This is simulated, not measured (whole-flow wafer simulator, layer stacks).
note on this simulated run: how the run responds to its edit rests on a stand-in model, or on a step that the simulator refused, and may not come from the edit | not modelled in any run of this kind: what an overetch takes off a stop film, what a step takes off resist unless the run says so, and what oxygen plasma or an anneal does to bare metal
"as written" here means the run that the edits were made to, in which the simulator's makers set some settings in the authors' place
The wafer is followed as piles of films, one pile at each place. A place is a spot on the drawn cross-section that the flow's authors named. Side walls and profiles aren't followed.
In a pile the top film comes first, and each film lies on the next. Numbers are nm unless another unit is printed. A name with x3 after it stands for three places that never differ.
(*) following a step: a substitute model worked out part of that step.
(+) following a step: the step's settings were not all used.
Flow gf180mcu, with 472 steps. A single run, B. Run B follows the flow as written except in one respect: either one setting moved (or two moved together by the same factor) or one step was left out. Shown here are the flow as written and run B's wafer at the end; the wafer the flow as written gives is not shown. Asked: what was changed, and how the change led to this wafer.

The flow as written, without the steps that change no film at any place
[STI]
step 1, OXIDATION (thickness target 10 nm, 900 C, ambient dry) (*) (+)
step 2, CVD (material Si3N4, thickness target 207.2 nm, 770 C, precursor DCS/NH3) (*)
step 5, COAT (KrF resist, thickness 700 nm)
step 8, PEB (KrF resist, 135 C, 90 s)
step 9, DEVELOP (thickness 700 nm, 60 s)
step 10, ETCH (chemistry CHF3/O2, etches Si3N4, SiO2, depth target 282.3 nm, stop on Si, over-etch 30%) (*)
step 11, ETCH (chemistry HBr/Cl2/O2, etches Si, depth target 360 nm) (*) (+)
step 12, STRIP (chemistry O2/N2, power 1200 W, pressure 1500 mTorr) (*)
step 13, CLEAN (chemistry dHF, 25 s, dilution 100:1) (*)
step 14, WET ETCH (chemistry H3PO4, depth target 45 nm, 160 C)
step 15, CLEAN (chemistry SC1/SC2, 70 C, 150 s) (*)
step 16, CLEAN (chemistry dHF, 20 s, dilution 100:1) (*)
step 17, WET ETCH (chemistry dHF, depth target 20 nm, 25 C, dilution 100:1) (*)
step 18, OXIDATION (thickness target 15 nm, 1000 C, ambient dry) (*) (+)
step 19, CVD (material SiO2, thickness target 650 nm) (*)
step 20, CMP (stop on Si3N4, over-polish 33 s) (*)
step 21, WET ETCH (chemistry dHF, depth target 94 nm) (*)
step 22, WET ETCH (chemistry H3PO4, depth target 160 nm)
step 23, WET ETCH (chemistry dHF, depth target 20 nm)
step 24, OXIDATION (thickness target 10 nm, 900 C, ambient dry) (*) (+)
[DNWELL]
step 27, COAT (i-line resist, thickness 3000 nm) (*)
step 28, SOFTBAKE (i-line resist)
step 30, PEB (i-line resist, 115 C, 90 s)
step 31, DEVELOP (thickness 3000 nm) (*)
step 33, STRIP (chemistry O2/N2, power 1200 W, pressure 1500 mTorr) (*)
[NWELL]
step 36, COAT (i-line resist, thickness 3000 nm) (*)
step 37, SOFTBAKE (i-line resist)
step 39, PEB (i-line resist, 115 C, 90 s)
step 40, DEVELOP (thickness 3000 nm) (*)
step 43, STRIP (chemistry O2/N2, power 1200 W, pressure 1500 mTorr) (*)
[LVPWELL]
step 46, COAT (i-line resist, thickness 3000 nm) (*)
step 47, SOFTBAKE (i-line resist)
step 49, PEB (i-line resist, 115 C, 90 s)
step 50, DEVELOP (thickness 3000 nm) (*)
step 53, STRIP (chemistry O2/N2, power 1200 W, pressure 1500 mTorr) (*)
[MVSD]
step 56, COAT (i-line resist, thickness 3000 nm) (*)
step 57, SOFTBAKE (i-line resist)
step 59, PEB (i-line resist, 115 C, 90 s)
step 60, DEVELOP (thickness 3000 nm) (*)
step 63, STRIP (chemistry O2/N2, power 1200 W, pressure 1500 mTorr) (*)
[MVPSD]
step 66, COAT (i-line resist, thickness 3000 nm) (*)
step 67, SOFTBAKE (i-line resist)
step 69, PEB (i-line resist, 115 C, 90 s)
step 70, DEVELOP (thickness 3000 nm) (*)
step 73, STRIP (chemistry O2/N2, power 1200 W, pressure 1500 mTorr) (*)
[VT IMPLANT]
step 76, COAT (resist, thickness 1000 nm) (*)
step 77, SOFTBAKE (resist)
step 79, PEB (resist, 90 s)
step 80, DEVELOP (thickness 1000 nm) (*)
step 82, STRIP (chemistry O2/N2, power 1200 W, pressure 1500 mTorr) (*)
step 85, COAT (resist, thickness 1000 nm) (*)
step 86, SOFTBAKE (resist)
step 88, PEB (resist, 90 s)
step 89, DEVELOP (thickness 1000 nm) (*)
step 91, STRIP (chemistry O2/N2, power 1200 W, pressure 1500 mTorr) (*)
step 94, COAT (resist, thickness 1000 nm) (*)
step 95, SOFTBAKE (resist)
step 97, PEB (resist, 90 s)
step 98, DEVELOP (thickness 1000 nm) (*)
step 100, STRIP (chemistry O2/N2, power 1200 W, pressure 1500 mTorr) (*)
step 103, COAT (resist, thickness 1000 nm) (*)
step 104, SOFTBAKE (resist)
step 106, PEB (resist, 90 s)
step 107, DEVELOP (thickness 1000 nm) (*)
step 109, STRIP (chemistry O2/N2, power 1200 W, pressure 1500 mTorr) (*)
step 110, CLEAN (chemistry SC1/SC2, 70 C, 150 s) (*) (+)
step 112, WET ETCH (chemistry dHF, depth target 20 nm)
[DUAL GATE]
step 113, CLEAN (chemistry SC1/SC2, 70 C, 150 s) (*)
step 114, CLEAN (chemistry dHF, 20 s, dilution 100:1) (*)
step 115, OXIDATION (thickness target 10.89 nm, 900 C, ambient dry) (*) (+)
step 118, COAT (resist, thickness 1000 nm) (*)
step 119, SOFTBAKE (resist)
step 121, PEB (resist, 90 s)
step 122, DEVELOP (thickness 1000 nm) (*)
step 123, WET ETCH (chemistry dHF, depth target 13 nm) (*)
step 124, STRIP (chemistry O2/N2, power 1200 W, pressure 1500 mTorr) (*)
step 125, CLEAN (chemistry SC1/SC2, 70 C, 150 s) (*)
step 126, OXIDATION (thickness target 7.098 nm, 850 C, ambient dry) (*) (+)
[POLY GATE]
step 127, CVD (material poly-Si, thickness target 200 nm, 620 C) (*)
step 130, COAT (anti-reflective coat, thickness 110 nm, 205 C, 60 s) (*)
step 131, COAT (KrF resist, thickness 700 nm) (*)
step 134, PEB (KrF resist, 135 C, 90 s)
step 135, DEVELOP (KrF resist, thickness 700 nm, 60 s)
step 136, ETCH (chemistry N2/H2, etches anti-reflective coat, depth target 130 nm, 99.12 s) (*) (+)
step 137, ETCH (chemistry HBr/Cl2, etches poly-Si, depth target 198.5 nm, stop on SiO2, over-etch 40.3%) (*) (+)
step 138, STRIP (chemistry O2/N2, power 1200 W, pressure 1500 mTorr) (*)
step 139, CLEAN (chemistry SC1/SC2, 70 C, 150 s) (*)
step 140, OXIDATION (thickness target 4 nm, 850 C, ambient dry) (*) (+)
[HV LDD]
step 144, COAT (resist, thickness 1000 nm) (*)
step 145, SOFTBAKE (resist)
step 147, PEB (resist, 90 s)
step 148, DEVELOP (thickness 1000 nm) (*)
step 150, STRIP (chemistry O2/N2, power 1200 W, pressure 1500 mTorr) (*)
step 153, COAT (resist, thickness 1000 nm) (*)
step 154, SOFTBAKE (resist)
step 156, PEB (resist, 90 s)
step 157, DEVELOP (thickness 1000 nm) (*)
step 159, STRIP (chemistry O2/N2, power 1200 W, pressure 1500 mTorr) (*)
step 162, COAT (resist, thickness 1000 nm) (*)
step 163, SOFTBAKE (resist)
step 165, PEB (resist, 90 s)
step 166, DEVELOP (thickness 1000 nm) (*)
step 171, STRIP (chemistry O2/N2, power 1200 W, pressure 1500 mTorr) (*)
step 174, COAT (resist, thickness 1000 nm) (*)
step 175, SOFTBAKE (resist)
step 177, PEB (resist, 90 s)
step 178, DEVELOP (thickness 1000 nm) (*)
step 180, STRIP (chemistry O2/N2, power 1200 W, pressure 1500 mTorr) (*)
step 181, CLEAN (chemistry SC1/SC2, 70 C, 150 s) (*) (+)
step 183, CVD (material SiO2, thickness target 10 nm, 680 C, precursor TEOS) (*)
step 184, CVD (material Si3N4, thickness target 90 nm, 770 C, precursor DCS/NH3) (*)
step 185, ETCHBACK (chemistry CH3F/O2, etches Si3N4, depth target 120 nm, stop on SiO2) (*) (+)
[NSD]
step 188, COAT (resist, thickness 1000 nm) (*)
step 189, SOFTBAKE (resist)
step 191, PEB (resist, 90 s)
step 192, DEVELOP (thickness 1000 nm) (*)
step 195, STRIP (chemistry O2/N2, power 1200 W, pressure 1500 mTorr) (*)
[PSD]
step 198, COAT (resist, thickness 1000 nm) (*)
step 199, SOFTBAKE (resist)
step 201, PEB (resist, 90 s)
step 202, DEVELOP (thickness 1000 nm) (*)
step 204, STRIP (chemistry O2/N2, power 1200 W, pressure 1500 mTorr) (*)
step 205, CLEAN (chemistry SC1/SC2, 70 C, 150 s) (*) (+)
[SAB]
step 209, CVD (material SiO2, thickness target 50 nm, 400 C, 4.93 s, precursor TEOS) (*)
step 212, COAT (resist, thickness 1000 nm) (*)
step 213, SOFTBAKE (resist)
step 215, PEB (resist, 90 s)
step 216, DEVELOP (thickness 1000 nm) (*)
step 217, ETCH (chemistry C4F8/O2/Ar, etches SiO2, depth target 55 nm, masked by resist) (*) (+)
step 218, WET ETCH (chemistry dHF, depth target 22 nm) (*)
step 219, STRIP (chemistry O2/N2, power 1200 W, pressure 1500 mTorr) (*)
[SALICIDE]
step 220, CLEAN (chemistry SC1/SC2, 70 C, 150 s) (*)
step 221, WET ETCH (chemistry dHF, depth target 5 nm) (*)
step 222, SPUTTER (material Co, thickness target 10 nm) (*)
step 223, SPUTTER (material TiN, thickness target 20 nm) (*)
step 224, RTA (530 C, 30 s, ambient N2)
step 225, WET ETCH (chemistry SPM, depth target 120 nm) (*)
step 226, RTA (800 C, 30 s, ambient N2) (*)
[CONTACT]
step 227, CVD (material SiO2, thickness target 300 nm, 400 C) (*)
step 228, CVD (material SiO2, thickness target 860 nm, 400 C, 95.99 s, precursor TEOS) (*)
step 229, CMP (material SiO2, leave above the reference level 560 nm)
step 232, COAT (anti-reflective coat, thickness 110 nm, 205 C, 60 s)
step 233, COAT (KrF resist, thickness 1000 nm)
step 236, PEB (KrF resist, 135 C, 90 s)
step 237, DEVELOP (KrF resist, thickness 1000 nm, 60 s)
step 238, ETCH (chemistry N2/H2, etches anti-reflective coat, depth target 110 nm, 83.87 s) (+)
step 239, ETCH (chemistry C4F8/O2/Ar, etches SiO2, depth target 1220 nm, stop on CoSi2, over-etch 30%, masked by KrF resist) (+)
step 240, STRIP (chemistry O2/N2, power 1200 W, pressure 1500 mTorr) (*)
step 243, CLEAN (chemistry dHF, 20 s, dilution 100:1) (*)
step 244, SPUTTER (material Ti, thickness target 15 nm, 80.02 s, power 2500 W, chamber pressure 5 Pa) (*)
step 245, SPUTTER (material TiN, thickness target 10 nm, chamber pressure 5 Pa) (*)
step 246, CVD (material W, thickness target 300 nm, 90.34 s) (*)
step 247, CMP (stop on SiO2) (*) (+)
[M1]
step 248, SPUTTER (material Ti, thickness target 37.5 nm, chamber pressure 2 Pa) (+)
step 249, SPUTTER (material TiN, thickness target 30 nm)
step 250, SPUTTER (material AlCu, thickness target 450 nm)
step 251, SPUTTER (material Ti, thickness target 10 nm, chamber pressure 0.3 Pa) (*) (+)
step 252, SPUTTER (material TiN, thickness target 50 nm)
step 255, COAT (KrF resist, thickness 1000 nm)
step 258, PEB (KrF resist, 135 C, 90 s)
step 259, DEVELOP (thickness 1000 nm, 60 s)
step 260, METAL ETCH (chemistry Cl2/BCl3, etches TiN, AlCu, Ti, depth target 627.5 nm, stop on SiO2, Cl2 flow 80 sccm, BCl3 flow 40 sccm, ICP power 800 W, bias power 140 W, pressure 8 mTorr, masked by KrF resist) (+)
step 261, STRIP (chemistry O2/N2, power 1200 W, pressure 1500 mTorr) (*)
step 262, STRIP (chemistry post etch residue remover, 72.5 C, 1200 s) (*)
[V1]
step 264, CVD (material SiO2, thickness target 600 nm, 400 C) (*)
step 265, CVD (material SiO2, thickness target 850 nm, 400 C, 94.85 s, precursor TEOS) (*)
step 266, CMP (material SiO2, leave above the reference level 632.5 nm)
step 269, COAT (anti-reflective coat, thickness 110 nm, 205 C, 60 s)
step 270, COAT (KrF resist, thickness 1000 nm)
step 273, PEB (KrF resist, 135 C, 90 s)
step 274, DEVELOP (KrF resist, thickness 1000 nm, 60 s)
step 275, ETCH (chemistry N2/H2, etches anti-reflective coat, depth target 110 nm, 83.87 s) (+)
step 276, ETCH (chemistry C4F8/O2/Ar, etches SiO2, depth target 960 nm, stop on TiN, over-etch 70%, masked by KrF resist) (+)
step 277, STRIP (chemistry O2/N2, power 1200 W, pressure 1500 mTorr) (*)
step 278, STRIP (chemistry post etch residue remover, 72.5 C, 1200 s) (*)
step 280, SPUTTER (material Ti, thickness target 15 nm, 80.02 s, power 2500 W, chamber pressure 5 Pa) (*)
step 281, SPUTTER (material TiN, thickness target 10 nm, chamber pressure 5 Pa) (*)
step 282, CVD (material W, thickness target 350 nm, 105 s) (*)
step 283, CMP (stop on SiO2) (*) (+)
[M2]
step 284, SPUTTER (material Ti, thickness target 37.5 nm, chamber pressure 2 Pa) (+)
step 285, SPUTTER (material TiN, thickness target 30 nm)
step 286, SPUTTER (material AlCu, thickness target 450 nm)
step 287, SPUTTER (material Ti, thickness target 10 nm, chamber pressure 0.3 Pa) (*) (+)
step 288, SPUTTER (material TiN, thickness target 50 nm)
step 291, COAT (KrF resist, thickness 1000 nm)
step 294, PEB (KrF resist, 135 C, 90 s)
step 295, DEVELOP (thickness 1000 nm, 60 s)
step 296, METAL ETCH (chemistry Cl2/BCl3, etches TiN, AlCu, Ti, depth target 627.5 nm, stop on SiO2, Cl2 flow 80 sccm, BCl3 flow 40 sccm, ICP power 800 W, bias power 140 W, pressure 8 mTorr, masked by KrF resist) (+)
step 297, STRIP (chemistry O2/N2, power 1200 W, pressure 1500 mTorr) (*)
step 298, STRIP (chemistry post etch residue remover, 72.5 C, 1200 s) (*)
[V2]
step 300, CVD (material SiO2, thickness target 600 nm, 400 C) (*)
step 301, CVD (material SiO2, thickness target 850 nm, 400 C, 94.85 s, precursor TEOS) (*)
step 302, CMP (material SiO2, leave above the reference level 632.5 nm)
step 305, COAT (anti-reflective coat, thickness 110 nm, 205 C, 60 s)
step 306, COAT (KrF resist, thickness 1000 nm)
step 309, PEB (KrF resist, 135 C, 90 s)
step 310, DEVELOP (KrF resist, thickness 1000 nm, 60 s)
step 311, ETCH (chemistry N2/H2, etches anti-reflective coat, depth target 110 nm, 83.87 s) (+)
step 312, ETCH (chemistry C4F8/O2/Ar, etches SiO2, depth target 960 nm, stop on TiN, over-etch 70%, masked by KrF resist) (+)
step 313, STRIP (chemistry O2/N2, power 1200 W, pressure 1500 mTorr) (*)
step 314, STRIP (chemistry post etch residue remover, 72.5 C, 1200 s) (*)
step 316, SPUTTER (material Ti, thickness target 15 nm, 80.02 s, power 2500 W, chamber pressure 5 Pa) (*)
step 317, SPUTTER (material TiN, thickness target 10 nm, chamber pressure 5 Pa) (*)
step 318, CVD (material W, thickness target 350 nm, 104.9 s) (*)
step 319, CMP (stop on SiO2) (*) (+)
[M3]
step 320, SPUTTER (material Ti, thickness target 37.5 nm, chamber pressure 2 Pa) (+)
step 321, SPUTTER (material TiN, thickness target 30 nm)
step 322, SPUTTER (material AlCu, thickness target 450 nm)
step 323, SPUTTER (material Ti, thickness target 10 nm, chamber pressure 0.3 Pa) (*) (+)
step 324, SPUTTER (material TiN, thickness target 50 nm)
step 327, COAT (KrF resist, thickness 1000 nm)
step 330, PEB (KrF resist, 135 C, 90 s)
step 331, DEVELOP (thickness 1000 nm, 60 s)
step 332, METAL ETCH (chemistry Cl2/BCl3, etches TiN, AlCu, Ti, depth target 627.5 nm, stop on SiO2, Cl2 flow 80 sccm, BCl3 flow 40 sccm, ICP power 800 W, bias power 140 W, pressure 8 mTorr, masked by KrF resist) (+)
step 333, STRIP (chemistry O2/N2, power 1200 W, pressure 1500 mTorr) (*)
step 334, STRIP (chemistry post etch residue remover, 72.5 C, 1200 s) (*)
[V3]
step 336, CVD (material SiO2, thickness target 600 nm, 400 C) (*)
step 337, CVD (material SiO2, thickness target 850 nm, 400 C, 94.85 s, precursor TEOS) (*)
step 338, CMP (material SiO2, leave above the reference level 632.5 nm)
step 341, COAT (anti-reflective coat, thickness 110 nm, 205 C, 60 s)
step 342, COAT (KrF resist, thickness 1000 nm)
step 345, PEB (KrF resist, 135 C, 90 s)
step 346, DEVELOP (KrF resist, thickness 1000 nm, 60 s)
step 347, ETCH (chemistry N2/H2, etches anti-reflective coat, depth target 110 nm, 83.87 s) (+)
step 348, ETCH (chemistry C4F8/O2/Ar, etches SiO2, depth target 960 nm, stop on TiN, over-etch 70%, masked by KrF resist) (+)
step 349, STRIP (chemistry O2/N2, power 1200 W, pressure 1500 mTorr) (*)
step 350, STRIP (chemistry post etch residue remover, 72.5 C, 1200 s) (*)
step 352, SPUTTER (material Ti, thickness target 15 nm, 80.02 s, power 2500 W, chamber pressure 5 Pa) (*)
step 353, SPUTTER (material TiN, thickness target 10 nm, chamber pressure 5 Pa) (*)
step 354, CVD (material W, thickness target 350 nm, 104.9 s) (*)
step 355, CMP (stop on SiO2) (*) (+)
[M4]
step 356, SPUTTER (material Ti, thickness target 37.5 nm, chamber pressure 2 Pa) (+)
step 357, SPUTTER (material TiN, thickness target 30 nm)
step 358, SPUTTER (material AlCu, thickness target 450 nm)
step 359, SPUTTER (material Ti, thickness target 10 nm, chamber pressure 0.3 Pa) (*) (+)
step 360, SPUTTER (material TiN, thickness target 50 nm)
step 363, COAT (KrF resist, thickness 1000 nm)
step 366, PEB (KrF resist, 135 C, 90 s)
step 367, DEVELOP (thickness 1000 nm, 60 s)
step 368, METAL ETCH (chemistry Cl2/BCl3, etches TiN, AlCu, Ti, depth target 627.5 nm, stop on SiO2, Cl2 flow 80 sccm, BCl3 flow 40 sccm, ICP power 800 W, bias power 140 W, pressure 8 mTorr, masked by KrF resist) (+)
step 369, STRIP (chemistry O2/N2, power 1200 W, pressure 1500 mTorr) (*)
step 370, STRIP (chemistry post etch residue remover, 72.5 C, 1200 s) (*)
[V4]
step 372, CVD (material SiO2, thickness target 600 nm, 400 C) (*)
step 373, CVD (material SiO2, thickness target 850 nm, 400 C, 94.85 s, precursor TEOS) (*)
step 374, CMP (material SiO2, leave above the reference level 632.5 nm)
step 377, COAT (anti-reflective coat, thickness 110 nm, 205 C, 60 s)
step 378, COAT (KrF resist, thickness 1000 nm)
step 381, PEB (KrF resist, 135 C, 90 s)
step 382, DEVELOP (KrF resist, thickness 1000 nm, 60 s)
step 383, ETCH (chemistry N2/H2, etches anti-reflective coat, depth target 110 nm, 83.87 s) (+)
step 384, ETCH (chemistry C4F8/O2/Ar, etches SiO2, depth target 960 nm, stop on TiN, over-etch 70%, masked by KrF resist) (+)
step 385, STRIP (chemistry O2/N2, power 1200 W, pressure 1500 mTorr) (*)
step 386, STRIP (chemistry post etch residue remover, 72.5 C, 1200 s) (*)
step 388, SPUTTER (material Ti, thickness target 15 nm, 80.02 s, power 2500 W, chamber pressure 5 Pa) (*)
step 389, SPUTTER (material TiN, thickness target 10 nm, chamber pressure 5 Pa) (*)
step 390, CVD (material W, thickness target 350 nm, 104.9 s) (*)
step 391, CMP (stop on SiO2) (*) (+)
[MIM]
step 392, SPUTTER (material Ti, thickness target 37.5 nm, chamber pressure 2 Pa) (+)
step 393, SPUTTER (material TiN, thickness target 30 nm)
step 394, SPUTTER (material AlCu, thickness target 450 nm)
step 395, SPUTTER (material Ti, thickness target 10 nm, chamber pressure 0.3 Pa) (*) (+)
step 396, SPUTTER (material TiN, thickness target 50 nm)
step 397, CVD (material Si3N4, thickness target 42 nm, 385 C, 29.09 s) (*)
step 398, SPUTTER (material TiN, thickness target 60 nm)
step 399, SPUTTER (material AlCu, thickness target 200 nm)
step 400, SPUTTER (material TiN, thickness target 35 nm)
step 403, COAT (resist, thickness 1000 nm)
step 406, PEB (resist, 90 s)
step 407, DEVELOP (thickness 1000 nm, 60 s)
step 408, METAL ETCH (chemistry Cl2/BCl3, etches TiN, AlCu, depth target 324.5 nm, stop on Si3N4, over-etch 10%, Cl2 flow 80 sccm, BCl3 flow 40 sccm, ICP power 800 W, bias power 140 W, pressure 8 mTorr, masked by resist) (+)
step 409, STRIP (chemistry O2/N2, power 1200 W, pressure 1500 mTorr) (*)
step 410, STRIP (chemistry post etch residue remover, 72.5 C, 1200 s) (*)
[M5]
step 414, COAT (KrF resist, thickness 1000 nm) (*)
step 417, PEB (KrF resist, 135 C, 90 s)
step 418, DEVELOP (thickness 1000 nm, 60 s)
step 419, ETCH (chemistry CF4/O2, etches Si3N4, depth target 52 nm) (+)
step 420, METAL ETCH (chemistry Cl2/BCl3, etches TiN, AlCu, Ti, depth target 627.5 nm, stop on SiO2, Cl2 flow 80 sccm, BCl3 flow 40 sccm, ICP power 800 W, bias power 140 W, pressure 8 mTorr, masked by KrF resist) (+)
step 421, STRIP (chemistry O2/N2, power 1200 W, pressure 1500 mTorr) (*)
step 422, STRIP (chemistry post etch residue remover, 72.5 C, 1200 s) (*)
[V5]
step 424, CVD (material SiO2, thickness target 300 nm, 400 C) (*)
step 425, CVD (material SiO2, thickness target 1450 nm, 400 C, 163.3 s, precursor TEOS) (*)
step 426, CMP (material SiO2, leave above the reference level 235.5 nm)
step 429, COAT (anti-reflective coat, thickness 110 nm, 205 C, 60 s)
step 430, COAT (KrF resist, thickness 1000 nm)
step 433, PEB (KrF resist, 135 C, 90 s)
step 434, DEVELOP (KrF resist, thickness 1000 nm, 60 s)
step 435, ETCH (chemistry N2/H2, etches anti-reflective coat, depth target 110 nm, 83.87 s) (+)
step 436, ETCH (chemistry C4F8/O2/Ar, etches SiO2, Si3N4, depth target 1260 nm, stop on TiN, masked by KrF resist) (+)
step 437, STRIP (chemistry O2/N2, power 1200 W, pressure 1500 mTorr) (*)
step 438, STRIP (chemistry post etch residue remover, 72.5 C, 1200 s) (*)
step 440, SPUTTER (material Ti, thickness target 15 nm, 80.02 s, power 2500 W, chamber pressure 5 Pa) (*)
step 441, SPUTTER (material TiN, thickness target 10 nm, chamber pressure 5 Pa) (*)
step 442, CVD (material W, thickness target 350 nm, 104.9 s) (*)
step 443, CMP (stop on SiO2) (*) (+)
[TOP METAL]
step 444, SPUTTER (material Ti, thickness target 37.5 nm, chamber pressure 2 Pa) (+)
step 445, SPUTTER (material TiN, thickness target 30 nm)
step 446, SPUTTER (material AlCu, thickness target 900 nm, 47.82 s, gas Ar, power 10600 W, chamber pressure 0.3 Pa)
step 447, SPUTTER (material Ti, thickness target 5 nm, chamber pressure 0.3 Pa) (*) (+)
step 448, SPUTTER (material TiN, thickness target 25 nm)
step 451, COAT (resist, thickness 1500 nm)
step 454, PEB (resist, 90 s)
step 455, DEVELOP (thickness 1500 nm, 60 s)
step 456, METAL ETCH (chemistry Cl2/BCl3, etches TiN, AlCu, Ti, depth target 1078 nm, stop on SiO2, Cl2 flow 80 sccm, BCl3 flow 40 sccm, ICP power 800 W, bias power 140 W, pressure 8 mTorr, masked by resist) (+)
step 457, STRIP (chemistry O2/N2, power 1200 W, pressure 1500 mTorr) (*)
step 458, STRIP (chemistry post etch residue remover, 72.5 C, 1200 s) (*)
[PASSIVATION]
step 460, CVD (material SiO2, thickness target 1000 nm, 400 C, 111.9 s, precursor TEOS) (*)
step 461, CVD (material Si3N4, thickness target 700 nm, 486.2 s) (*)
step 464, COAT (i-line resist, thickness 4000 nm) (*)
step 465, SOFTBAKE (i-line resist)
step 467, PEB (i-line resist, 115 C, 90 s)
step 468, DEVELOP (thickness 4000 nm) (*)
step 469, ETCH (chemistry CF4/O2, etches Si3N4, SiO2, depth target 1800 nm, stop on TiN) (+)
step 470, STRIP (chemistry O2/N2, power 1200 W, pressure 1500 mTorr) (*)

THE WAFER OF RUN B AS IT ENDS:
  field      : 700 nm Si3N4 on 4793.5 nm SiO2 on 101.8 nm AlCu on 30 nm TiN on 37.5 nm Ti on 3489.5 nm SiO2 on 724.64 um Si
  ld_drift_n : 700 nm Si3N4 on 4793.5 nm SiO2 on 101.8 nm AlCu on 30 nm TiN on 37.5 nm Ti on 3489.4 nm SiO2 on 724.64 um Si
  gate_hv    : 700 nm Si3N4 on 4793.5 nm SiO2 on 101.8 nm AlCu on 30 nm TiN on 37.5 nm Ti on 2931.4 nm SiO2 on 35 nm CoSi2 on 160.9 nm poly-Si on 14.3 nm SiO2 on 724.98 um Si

The reason: step 322, SPUTTER: thickness target 675 nm was run, though the flow has thickness target 450 nm.

Step by step, how the change led to this:
  step 322, SPUTTER (material AlCu, thickness target 450 nm)
      field, field__w1, field__w2 and 108 more: AlCu gains 675 (new film) (it would be, as written: AlCu gains 450 (new film))
  step 332, METAL ETCH (chemistry Cl2/BCl3, etches TiN, AlCu, Ti, depth target 627.5 nm, stop on SiO2, Cl2 flow 80 sccm, BCl3 flow 40 sccm, ICP power 800 W, bias power 140 W, pressure 8 mTorr, masked by KrF resist) (+)
      field, field__w1, field__w2 and 103 more: TiN loses 50 (all of it), Ti loses 10 (all of it), AlCu loses 567.5 (it would be, as written: TiN loses 50 (all of it), Ti loses 10 (all of it), AlCu loses 450 (all of it), TiN loses 30 (all of it), Ti loses 37.5 (all of it))
  step 334, STRIP (chemistry post etch residue remover, 72.5 C, 1200 s) (*)
      field, field__w1, field__w2 and 103 more: AlCu loses 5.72 (it would be, as written: nothing)
  step 336, CVD (material SiO2, thickness target 600 nm, 400 C) (*)
      field, field__w1, field__w2 and 103 more: SiO2 gains 600 (new film) (it would be, as written: SiO2 gains 600)
  step 338, CMP (material SiO2, leave above the reference level 632.5 nm)
      field, field__w1, field__w2 and 103 more: SiO2 loses 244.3 (it would be, as written: SiO2 loses 300)
With metal films that touch counted as one body, field has 1 body; the flow as written gives 0 bodies.
With metal films that touch counted as one body, ld_drift_n has 1 body; the flow as written gives 0 bodies.
With metal films that touch counted as one body, gate_hv has 2 bodies (between them, from the top down: SiO2 2931.4); the flow as written gives 1 body.
